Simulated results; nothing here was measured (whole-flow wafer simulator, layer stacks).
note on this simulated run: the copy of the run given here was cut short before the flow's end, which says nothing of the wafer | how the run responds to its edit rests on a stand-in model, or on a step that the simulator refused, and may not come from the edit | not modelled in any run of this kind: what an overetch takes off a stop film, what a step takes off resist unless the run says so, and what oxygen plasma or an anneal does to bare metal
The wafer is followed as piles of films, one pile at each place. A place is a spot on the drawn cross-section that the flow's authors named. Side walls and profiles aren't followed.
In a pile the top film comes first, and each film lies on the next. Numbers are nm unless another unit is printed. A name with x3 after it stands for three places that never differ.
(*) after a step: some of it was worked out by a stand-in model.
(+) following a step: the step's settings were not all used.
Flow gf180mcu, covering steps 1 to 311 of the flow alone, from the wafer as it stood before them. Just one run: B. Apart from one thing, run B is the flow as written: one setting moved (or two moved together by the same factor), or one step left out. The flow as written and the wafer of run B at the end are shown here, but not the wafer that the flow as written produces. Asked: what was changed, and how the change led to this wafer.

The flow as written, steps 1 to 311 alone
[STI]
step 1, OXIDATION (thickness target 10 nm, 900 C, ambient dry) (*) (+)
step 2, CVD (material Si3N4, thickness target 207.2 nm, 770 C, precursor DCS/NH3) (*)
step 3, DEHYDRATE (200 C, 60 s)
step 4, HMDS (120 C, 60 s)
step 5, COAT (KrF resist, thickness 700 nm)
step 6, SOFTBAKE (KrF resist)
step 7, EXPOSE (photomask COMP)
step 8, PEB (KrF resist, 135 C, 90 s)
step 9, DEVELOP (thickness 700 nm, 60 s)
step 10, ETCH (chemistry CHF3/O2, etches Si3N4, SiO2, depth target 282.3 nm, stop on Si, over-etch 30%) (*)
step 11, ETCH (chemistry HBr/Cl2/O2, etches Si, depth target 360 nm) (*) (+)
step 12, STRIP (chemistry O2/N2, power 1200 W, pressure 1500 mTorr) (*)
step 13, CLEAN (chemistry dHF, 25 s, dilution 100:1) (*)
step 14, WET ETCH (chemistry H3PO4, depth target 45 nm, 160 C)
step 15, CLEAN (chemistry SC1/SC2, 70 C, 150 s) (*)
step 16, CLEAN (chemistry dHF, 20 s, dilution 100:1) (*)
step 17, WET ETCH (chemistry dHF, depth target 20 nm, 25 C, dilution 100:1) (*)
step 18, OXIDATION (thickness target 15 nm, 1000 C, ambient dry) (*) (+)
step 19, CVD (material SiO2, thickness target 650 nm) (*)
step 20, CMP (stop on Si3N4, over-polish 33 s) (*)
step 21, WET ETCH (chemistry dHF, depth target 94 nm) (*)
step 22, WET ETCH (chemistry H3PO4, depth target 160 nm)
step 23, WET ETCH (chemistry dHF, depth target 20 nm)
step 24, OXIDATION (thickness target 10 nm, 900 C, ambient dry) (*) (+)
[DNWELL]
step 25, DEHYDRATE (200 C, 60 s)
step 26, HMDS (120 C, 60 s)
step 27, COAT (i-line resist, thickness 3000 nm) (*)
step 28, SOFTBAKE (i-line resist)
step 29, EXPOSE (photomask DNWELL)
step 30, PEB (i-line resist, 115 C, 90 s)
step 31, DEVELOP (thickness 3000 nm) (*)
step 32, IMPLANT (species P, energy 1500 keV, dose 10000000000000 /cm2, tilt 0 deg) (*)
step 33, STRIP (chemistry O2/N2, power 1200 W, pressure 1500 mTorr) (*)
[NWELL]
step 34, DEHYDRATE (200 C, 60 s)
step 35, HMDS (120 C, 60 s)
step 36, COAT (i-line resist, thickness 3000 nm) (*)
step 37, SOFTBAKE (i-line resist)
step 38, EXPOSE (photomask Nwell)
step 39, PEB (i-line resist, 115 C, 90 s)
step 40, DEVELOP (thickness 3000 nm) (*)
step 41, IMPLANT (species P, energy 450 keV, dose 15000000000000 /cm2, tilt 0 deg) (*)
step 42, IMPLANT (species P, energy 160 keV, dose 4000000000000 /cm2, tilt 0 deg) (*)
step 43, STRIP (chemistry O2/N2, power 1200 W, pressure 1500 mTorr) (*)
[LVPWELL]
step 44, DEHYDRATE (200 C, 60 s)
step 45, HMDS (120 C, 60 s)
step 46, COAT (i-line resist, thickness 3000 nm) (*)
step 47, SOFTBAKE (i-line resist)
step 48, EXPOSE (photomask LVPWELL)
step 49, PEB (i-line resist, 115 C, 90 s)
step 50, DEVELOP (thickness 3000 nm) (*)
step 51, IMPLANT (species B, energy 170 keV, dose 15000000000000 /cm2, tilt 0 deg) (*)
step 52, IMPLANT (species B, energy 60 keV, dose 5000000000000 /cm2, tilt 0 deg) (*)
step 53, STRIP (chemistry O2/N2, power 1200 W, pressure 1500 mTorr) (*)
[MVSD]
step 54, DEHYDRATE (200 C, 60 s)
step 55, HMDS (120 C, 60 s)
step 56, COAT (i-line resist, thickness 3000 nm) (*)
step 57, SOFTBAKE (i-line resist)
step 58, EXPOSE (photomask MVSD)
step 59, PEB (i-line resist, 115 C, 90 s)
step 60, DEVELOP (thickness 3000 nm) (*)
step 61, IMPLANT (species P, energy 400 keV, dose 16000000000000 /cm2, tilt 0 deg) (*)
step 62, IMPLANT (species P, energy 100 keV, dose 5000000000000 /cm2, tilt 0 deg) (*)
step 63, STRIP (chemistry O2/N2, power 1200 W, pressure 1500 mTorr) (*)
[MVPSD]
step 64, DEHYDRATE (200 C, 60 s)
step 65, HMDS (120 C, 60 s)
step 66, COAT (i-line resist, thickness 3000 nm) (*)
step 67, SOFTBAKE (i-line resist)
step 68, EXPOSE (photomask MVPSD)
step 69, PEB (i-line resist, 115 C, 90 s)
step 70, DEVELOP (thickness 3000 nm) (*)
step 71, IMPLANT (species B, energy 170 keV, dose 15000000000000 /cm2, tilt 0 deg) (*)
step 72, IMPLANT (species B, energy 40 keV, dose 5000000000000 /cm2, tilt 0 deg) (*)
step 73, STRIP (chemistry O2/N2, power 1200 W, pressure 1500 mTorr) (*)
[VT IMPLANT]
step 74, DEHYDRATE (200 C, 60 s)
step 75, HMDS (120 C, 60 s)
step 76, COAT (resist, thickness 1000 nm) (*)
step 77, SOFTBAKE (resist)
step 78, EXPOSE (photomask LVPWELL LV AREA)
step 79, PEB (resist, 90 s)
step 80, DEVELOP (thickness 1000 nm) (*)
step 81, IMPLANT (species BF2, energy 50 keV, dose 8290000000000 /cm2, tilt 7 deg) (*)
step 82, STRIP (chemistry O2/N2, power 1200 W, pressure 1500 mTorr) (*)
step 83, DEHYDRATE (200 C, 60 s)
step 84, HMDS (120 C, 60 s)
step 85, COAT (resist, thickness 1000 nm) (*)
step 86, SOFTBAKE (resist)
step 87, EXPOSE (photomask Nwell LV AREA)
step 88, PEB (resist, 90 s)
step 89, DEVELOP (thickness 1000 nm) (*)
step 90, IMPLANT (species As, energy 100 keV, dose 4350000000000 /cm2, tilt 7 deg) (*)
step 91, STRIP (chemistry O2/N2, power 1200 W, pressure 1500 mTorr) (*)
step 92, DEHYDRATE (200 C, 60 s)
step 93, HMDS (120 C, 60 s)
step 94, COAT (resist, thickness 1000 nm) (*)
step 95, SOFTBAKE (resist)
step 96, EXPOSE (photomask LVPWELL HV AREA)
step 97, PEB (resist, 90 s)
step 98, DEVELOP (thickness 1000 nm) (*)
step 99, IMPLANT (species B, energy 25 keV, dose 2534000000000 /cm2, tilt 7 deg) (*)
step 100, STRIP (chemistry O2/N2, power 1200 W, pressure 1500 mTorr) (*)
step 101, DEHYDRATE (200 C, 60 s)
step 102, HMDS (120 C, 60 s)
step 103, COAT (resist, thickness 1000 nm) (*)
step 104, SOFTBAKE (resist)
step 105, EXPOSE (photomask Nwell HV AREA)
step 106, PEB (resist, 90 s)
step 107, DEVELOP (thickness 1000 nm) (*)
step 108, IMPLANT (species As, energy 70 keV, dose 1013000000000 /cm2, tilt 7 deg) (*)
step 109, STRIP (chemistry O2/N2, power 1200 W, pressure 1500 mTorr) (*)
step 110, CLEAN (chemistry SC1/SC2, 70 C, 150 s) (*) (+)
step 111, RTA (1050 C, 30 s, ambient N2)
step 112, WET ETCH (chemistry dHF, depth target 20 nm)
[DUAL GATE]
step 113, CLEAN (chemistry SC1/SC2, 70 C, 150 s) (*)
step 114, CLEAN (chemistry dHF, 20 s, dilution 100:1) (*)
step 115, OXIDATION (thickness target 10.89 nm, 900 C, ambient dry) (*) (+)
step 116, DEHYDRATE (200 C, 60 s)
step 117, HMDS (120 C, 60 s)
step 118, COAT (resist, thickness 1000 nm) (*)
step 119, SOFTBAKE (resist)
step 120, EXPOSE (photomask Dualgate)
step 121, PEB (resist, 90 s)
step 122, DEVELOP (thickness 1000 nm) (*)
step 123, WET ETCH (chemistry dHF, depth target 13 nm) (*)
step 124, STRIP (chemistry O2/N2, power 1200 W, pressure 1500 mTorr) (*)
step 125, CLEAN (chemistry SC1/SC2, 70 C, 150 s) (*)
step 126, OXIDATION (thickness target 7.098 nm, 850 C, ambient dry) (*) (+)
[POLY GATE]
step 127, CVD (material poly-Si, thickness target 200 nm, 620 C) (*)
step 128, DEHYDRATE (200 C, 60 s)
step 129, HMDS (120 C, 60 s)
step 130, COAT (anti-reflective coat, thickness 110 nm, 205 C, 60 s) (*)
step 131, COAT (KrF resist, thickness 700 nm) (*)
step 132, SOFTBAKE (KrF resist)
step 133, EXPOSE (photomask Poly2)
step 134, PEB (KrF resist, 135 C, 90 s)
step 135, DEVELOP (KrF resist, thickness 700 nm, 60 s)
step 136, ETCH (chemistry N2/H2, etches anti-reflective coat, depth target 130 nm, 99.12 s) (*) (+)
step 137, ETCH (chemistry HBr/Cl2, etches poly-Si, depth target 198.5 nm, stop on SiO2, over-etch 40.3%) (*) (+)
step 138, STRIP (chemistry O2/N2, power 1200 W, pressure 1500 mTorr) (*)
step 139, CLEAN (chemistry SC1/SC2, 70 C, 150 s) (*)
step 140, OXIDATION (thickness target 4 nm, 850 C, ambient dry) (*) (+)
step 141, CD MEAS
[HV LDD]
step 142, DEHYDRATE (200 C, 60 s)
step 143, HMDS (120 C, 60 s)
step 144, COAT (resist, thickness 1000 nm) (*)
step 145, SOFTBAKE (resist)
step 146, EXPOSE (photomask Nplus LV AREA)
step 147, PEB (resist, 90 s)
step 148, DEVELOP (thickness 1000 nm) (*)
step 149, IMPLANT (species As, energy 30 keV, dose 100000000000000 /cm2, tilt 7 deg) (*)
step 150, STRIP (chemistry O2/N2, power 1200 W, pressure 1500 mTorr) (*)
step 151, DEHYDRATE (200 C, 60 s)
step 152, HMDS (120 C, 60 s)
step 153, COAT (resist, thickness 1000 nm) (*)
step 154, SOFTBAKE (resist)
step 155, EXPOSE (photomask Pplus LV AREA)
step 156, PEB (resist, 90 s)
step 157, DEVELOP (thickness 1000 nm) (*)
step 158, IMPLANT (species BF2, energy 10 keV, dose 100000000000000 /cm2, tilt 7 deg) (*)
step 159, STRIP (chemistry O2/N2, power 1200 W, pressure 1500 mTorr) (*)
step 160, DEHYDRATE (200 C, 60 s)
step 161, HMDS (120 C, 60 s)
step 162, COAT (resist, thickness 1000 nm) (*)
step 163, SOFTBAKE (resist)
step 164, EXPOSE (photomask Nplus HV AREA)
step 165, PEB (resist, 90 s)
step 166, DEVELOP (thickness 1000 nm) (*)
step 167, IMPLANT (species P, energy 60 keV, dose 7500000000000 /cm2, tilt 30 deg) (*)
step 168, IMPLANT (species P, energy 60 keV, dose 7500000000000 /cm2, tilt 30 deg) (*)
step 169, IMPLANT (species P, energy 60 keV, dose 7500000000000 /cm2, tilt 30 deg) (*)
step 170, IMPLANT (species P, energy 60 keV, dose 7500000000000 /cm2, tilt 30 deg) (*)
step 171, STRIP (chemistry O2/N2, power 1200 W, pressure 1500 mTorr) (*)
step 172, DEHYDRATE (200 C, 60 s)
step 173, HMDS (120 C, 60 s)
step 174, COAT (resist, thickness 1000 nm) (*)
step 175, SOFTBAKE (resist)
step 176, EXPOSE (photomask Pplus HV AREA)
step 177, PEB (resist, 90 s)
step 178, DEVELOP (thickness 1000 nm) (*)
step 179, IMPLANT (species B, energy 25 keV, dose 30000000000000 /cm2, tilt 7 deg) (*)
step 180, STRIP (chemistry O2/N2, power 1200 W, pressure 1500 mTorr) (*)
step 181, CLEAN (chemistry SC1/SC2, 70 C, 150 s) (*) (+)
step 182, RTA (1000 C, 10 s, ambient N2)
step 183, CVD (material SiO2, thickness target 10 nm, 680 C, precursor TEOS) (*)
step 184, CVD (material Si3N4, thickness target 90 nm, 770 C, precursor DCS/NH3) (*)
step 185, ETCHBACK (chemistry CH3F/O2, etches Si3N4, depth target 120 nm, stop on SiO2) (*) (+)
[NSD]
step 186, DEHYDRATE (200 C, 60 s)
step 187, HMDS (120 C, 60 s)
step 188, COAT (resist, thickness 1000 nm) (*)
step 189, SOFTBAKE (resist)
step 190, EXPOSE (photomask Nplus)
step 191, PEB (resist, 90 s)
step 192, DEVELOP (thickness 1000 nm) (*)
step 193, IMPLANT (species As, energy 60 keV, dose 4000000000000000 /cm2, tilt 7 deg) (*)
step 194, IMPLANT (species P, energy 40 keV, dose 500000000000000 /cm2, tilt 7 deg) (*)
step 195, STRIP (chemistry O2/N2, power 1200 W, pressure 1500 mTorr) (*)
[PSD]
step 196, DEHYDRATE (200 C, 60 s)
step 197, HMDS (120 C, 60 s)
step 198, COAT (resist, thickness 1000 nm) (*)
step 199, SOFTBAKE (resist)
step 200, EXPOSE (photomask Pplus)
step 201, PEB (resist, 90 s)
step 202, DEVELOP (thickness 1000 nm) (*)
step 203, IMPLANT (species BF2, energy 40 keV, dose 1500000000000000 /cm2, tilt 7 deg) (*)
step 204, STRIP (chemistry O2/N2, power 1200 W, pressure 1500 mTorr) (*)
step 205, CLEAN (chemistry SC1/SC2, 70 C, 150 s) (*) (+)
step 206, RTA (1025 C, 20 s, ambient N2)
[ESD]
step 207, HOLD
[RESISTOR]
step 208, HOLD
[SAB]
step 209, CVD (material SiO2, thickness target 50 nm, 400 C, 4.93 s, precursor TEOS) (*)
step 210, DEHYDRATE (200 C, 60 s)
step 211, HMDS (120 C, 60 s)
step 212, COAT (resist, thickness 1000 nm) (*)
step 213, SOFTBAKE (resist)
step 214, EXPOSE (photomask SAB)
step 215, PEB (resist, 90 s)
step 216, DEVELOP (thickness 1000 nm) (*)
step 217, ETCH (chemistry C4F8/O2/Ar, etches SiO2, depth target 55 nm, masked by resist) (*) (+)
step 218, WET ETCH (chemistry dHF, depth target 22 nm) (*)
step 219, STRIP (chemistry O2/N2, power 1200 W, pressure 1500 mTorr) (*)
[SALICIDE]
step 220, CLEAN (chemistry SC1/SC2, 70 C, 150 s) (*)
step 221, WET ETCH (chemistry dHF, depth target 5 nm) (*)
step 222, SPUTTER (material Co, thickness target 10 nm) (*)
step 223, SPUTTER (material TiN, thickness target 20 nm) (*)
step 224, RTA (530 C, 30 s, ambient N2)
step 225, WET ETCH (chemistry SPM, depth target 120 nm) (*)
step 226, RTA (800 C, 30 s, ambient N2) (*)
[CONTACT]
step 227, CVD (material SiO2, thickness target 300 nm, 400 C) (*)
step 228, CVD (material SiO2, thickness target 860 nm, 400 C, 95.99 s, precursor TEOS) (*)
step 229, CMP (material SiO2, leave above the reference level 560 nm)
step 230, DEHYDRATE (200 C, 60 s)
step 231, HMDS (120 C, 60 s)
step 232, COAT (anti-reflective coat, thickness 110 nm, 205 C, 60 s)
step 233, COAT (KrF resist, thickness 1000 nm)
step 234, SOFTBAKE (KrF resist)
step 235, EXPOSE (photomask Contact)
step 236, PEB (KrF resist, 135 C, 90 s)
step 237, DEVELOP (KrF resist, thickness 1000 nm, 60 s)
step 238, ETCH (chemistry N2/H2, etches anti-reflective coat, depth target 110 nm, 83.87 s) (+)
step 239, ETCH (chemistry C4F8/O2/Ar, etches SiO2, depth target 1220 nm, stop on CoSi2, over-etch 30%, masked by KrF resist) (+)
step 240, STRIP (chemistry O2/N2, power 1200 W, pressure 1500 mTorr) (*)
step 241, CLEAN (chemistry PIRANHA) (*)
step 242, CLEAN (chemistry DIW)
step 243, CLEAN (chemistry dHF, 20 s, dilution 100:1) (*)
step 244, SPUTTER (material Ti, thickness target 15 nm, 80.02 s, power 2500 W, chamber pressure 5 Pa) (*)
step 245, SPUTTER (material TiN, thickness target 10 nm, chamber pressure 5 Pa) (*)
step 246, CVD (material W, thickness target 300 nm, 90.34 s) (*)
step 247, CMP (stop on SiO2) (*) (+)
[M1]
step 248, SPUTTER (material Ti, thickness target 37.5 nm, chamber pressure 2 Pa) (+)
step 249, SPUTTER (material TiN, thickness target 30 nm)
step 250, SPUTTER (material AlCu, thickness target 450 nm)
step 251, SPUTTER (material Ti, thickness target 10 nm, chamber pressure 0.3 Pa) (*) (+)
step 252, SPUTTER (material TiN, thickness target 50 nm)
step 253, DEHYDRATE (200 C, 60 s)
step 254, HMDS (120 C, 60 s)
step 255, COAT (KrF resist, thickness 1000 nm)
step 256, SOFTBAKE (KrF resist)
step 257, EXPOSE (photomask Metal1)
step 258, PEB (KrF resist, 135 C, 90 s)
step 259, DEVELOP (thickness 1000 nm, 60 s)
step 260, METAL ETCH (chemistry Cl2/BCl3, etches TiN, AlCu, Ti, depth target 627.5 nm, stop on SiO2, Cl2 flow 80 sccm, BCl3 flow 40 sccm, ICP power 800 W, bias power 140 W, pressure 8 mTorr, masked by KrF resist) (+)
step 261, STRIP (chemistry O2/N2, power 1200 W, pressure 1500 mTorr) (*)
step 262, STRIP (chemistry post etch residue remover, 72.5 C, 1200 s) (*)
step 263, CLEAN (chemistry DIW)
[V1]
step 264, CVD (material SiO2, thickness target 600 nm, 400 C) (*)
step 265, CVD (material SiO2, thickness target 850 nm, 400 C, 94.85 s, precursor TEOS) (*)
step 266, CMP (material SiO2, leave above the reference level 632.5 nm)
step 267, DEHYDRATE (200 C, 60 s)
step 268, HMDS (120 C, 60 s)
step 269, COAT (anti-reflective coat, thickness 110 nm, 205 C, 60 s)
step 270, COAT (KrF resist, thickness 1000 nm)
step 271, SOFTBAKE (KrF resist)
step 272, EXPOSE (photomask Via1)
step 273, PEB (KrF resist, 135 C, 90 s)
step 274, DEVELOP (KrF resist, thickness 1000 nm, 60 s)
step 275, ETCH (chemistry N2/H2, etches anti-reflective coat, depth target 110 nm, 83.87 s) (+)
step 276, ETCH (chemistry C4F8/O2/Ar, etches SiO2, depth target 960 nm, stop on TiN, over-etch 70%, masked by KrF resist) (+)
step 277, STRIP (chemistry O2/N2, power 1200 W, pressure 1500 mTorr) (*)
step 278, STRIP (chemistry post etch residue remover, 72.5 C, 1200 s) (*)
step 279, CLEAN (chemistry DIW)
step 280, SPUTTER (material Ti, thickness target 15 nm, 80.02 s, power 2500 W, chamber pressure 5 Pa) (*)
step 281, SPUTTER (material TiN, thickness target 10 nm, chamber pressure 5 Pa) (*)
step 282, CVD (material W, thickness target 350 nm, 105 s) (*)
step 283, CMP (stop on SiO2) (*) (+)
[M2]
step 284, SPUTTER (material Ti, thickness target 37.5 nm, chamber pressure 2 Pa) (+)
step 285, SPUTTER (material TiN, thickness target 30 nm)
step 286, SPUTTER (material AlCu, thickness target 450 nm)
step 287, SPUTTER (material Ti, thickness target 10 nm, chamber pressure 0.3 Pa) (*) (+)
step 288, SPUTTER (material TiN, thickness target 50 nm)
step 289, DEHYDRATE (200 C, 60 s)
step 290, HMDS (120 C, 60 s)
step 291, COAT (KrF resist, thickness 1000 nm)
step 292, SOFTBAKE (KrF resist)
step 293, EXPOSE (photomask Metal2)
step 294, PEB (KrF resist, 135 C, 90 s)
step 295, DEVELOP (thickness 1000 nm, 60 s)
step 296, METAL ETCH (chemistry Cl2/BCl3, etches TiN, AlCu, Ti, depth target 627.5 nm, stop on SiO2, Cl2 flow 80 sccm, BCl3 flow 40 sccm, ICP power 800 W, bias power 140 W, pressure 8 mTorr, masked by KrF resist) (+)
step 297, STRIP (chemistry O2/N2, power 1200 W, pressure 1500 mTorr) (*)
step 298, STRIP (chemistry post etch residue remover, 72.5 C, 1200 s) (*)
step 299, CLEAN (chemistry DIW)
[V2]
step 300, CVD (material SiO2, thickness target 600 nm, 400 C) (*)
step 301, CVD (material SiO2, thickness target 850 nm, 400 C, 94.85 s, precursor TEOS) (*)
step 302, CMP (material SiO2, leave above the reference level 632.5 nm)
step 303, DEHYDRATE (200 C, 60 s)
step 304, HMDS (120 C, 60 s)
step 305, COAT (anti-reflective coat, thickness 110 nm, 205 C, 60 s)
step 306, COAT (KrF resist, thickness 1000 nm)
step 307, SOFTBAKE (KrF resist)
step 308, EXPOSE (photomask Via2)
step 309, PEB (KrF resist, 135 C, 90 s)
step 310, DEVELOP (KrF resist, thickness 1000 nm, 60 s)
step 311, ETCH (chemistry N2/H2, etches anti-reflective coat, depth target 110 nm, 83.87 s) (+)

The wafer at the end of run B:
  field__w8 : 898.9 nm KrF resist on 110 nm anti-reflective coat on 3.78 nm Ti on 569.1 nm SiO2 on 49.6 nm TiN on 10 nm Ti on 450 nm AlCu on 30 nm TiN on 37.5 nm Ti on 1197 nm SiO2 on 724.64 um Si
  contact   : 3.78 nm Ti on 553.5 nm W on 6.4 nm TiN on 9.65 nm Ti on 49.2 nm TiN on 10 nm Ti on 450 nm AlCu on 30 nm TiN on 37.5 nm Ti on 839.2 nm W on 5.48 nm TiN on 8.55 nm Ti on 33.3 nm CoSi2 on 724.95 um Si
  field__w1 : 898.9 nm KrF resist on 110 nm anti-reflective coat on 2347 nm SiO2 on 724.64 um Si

What caused this: step 286, SPUTTER: material AlCu, thickness target 450 nm, was omitted.

Step by step, how the change led to this:
  step 296, METAL ETCH (chemistry Cl2/BCl3, etches TiN, AlCu, Ti, depth target 627.5 nm, stop on SiO2, Cl2 flow 80 sccm, BCl3 flow 40 sccm, ICP power 800 W, bias power 140 W, pressure 8 mTorr, masked by KrF resist) (+)
      field, field__w1, field__w2 and 103 more: -50 TiN (all of it), -10 Ti (all of it), -30 TiN (all of it), -37.5 Ti (all of it) (as written it would have been: -50 TiN (all of it), -10 Ti (all of it), -450 AlCu (all of it), -30 TiN (all of it), -37.5 Ti (all of it))
      field__w8, contact, m1, m1__w1, m1_nw: -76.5 KrF resist (as written it would have been: -251 KrF resist)
  step 297, STRIP (chemistry O2/N2, power 1200 W, pressure 1500 mTorr) (*)
      field__w8, contact, m1, m1__w1, m1_nw: -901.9 KrF resist (all of it) (as written it would have been: -727.4 KrF resist (all of it))
  step 302, CMP (material SiO2, leave above the reference level 632.5 nm)
      field__w8, contact, m1, m1__w1, m1_nw: -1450 SiO2 (all of it), -49.6 TiN (all of it), -10 Ti (all of it), -30 TiN (all of it), -33.7 Ti (as written it would have been: -877.1 SiO2)
      field, field__w1, field__w2 and 103 more: -1446.2 SiO2 (as written it would have been: -300 SiO2)
  step 311, ETCH (chemistry N2/H2, etches anti-reflective coat, depth target 110 nm, 83.87 s) (+)
      contact: -110 anti-reflective coat (all of it) (as written it would have been: -110 anti-reflective coat (all of it), -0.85 SiO2)
